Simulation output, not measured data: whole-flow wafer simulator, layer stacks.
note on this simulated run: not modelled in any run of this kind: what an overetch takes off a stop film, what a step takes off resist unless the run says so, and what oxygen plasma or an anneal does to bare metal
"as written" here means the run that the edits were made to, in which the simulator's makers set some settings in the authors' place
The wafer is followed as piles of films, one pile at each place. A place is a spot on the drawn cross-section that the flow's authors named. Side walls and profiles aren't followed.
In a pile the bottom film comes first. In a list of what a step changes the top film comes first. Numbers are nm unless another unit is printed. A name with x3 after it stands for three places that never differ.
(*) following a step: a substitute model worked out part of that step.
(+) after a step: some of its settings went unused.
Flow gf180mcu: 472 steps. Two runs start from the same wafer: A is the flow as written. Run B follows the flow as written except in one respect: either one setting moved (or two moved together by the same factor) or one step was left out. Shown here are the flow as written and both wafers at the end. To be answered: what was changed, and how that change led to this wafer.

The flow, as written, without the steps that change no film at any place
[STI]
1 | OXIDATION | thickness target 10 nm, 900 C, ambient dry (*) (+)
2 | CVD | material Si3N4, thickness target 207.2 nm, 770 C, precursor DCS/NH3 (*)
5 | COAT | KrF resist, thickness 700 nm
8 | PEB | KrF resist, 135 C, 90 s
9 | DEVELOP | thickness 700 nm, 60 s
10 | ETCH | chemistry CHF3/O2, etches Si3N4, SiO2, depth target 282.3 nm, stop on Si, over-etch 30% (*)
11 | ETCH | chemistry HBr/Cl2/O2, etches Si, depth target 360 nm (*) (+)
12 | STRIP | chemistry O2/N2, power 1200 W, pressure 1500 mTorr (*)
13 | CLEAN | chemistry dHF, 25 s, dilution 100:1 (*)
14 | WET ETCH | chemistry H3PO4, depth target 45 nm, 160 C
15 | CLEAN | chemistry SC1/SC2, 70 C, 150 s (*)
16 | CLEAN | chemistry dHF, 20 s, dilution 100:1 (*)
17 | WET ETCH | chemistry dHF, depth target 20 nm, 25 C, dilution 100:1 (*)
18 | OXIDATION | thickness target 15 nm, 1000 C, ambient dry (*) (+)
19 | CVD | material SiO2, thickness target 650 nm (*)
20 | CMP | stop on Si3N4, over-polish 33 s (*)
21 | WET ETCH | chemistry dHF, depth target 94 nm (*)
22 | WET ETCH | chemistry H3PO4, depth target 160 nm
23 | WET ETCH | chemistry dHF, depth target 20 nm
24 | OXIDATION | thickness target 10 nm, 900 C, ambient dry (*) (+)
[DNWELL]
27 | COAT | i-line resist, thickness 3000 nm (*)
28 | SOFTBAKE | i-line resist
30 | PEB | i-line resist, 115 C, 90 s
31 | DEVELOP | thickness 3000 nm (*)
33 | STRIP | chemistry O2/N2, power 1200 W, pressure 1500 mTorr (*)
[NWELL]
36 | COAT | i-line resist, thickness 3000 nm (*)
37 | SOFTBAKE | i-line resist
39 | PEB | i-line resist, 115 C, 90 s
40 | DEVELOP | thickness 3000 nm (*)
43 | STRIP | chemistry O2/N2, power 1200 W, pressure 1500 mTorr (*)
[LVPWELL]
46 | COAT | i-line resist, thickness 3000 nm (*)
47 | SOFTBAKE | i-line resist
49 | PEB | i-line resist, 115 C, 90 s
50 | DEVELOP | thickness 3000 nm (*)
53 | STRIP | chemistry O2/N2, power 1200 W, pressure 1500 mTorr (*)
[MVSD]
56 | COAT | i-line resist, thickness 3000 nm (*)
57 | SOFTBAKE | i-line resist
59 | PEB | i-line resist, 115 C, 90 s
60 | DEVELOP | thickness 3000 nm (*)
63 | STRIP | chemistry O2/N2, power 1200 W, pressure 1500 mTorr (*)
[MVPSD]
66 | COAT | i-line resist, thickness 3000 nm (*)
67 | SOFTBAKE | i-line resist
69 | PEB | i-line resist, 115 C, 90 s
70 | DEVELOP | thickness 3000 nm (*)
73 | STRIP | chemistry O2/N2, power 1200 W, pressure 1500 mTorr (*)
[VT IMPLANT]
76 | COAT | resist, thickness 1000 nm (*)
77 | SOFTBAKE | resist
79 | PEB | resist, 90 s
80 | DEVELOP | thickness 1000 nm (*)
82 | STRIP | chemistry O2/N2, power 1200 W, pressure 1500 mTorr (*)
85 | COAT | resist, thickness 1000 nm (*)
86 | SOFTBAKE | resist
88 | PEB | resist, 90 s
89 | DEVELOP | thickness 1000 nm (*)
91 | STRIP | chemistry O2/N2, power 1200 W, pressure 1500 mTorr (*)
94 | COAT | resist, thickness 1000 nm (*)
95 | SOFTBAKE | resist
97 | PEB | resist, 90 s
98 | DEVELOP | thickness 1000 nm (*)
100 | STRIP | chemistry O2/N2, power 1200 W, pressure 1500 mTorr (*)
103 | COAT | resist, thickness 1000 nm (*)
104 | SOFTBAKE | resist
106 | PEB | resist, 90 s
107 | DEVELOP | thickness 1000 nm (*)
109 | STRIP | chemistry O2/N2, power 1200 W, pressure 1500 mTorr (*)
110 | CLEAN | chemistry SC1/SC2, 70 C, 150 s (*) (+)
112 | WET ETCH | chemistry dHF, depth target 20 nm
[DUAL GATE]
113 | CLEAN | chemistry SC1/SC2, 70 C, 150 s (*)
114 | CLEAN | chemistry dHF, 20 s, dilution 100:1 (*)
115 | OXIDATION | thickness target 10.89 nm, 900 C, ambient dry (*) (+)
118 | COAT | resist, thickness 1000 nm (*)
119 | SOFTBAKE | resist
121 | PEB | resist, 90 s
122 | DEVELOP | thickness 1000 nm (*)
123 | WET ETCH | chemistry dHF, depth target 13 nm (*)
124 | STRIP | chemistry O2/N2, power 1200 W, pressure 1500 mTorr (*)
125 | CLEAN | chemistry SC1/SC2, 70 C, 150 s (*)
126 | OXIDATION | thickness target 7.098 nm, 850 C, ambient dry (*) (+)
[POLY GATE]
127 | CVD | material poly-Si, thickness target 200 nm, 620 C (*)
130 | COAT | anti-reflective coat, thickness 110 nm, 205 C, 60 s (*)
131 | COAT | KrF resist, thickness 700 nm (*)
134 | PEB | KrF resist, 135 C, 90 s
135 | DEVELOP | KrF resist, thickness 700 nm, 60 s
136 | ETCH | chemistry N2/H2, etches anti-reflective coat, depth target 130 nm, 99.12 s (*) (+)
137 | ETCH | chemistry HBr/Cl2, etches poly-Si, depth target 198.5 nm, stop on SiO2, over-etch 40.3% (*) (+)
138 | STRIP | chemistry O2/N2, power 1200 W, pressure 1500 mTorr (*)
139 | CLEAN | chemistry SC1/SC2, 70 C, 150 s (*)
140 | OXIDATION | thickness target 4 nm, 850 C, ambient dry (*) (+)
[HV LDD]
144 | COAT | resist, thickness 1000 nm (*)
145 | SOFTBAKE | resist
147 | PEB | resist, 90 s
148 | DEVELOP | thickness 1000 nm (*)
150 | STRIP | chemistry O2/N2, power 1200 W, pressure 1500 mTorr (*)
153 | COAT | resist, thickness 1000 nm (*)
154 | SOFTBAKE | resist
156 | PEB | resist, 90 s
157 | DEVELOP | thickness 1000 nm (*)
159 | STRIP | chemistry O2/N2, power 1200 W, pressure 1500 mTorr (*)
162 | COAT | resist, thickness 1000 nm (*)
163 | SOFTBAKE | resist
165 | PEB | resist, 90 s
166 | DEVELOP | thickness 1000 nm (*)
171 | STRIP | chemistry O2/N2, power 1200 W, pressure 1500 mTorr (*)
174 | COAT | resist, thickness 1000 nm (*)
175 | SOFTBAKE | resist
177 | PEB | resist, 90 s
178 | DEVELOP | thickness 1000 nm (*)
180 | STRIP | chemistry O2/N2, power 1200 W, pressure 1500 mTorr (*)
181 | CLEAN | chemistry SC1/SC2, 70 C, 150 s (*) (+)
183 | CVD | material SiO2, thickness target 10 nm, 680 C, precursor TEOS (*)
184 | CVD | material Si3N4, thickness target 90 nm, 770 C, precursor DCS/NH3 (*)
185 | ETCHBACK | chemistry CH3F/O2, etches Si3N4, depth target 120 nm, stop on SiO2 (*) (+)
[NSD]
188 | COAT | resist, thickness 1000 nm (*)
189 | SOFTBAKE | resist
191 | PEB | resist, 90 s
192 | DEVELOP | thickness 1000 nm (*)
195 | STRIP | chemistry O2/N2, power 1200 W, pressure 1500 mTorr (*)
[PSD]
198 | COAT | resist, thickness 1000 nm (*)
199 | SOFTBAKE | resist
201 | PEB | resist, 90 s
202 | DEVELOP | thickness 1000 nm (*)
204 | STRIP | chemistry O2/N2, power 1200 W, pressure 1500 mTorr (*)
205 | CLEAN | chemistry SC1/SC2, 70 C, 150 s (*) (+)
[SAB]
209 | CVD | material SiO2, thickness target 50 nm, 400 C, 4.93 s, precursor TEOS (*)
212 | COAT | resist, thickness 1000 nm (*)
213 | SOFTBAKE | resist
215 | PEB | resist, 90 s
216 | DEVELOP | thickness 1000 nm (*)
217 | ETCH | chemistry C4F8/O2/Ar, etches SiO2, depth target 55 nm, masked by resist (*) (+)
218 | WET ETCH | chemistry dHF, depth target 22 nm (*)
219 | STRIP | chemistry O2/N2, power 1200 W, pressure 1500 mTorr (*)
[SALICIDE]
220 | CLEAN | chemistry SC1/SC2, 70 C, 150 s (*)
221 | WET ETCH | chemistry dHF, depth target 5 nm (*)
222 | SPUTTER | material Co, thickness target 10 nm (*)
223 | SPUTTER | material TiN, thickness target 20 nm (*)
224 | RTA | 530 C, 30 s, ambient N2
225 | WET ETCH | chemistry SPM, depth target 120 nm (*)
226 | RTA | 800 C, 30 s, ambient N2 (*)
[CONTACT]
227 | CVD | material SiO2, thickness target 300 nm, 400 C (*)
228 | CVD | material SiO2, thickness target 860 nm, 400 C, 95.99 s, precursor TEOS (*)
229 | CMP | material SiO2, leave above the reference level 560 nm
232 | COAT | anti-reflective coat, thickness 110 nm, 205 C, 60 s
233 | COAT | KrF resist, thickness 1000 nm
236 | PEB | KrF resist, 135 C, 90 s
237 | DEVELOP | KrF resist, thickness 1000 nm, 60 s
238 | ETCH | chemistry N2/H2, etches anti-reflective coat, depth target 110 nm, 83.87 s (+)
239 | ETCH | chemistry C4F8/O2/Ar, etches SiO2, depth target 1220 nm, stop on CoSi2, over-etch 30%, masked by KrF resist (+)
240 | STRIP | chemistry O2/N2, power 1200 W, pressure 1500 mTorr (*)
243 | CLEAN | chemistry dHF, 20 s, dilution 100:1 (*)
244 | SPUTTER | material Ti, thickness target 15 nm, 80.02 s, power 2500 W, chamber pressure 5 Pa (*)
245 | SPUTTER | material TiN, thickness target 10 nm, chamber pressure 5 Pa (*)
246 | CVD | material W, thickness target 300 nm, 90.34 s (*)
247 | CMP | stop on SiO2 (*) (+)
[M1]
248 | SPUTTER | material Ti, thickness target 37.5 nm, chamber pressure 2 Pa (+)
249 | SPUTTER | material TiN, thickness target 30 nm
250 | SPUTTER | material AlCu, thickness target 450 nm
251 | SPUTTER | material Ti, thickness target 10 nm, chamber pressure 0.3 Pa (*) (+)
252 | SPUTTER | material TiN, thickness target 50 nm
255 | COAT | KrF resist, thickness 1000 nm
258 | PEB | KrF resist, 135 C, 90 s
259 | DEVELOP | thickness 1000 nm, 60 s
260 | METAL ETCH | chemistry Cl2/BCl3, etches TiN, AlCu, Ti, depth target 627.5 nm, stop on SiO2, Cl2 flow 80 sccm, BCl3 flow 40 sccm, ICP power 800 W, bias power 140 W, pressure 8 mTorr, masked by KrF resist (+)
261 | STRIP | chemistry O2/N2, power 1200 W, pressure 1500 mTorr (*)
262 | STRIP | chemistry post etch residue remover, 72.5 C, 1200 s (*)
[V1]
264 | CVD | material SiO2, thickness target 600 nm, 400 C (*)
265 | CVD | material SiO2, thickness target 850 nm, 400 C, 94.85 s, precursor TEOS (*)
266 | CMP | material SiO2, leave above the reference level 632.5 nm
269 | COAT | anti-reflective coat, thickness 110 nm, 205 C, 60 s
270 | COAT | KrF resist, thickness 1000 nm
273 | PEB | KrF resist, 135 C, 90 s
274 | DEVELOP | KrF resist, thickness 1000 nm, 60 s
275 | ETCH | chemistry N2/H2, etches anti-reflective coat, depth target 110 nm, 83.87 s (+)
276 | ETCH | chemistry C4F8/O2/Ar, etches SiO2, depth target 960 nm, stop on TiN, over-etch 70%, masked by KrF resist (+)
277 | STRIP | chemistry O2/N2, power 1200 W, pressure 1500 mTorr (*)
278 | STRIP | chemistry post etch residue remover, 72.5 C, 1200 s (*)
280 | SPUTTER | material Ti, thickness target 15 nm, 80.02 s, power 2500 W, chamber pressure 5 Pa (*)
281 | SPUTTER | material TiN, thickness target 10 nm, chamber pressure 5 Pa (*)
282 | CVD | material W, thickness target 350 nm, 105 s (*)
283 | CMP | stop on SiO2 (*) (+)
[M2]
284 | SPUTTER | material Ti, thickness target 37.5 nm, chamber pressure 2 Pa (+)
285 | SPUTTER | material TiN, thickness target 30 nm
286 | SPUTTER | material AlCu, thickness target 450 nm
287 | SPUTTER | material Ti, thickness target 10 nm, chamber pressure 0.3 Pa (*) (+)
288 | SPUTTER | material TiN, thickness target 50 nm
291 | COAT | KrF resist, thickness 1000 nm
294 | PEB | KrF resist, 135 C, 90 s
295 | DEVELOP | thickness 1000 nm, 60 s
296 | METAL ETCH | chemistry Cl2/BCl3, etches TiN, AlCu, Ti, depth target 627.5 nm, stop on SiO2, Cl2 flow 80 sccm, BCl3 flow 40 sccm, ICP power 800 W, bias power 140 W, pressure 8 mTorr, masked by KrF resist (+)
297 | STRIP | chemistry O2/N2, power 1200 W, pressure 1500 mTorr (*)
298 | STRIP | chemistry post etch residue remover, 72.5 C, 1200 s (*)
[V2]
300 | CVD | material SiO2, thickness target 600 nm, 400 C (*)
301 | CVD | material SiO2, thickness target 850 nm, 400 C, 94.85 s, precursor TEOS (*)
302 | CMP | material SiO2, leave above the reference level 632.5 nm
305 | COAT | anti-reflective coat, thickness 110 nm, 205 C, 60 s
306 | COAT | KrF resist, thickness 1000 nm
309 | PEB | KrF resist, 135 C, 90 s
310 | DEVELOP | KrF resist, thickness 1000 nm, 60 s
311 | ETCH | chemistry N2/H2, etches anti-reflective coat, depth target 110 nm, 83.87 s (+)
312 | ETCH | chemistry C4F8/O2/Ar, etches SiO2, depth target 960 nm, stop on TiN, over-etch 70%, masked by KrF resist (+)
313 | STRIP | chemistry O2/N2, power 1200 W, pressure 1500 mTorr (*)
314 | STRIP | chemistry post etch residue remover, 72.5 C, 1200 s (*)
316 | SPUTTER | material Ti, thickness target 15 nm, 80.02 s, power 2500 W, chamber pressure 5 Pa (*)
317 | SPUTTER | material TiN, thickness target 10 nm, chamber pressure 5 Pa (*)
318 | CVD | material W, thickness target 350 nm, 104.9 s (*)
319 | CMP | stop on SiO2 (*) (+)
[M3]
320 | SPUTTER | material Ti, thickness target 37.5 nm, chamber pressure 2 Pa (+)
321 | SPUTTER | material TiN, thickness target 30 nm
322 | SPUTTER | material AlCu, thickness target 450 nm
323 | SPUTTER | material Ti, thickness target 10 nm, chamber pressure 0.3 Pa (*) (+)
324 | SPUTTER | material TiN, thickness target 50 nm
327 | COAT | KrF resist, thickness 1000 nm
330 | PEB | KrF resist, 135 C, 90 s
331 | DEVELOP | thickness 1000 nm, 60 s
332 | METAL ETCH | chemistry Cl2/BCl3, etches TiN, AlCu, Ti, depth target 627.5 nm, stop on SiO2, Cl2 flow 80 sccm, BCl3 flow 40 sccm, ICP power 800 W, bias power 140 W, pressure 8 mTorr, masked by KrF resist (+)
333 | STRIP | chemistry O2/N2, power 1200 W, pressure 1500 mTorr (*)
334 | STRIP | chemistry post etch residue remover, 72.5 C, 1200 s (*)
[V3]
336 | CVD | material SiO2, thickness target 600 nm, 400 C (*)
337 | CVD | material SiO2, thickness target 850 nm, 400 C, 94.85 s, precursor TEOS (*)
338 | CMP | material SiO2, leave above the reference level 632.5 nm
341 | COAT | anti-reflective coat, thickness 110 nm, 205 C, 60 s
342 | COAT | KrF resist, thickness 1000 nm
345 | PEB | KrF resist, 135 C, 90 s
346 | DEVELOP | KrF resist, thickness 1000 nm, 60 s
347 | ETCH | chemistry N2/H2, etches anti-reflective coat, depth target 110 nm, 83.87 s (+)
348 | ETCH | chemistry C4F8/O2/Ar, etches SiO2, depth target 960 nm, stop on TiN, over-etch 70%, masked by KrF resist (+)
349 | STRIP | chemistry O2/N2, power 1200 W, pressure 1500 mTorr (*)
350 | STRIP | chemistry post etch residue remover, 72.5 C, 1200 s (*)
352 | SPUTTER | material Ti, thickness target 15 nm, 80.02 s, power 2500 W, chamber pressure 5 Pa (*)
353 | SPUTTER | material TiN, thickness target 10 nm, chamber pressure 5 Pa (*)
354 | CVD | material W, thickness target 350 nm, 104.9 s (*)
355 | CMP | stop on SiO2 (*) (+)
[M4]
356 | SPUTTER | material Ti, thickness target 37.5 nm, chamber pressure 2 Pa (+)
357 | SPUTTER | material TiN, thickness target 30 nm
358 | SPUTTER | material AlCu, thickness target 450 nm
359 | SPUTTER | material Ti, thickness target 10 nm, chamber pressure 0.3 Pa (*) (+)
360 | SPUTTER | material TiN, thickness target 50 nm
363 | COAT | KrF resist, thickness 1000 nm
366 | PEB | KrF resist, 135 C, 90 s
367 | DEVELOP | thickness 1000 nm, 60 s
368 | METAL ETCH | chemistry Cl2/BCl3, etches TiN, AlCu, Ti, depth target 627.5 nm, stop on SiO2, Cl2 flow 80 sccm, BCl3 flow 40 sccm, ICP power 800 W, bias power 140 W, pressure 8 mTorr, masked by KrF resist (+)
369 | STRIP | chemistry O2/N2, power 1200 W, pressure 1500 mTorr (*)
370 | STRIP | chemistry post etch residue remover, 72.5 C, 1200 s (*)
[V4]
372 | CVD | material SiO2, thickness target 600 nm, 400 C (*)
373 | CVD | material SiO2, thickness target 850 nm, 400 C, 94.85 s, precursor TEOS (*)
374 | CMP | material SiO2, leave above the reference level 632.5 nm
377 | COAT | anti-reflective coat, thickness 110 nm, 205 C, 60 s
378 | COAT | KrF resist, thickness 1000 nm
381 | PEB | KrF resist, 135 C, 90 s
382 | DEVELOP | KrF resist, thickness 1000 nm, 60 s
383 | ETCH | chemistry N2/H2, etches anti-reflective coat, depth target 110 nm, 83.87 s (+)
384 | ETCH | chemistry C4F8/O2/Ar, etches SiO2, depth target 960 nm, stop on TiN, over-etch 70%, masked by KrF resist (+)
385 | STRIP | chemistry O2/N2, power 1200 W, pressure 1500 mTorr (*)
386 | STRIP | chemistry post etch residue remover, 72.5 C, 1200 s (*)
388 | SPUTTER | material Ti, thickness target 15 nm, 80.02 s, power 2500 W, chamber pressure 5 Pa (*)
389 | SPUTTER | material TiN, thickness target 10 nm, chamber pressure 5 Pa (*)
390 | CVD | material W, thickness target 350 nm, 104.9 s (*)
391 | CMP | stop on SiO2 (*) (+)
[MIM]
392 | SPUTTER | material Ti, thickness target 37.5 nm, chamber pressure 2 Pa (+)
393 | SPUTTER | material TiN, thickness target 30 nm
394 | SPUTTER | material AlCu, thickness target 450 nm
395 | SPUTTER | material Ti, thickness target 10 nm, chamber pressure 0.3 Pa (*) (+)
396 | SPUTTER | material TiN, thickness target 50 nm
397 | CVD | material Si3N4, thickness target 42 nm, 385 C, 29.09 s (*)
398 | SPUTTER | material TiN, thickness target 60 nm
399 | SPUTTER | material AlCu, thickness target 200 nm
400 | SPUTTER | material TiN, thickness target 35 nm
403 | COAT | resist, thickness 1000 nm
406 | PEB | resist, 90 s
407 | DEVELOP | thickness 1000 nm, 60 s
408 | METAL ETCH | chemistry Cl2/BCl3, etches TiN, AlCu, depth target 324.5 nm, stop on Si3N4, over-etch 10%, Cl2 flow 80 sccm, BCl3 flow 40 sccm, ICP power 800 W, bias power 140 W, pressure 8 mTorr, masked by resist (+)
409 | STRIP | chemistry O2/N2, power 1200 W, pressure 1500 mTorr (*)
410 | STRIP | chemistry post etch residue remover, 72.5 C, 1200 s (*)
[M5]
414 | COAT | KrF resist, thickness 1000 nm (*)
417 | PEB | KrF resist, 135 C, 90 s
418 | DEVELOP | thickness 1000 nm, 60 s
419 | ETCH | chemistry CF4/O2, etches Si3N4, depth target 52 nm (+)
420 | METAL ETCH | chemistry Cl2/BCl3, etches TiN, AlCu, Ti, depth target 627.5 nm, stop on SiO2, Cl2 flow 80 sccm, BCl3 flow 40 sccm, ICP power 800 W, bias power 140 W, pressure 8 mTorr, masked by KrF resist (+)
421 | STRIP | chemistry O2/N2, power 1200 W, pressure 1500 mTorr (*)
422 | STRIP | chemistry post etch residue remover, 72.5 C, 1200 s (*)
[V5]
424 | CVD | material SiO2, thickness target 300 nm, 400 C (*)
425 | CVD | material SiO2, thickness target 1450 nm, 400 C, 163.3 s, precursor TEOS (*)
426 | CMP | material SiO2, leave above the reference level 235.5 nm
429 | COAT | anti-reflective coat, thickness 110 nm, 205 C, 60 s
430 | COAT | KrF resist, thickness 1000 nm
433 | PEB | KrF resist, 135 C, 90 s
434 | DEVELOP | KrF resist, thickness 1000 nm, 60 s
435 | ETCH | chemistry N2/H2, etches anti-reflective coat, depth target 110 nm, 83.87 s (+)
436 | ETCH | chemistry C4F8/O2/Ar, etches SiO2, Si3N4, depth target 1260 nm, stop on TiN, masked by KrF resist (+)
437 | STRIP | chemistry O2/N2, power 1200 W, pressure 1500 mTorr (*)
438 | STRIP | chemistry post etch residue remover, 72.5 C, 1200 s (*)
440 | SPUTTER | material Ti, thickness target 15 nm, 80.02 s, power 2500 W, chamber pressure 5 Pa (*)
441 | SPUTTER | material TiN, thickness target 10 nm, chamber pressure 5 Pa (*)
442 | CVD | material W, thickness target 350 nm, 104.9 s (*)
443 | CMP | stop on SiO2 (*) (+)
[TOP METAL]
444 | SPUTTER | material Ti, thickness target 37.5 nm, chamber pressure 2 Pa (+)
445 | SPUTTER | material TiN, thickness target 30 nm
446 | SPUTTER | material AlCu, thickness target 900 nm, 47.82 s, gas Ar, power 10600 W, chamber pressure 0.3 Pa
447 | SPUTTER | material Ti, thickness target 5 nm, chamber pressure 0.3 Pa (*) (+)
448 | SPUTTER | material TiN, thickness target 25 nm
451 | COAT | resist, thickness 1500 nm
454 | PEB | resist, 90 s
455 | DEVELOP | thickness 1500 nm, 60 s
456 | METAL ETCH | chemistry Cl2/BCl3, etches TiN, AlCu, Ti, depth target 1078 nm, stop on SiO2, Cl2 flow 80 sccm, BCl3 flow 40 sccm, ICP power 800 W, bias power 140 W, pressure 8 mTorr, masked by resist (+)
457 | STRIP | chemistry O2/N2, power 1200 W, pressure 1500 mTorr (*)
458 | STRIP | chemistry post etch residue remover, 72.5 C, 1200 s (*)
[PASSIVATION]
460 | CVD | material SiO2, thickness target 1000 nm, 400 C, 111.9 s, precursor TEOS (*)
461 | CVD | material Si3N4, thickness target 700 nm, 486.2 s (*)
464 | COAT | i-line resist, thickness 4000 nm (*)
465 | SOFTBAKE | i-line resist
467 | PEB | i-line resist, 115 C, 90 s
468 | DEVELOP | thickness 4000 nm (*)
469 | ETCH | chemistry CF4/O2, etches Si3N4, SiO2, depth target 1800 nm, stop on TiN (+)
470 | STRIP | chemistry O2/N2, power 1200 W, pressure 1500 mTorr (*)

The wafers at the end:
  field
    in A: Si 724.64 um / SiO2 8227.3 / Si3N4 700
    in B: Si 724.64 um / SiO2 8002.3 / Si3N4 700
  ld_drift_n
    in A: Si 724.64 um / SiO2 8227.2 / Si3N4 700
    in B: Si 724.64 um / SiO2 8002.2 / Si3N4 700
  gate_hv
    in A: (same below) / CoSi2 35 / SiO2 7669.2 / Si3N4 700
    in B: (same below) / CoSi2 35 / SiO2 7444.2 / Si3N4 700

What caused this: step 358, SPUTTER: thickness target 225 nm was run, whereas the flow has thickness target 450 nm.

Step by step, how the change led to this:
  358 | SPUTTER | material AlCu, thickness target 450 nm
      field, field__w1, field__w2 and 108 more: A AlCu gains 450 (new film) | B AlCu gains 225 (new film)
  368 | METAL ETCH | chemistry Cl2/BCl3, etches TiN, AlCu, Ti, depth target 627.5 nm, stop on SiO2, Cl2 flow 80 sccm, BCl3 flow 40 sccm, ICP power 800 W, bias power 140 W, pressure 8 mTorr, masked by KrF resist (+)
      field, field__w1, field__w2 and 103 more: A TiN loses 50 (all of it), Ti loses 10 (all of it), AlCu loses 450 (all of it), TiN loses 30 (all of it), Ti loses 37.5 (all of it) | B TiN loses 50 (all of it), Ti loses 10 (all of it), AlCu loses 225 (all of it), TiN loses 30 (all of it), Ti loses 37.5 (all of it)
      field__w8, contact, m1, m1__w1, m1_nw: A KrF resist loses 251 | B KrF resist loses 211.5
  369 | STRIP | chemistry O2/N2, power 1200 W, pressure 1500 mTorr (*)
      field__w8, contact, m1, m1__w1, m1_nw: A KrF resist loses 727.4 (all of it) | B KrF resist loses 766.9 (all of it)
  374 | CMP | material SiO2, leave above the reference level 632.5 nm
      field, field__w1, field__w2 and 103 more: A SiO2 loses 300 | B SiO2 loses 525
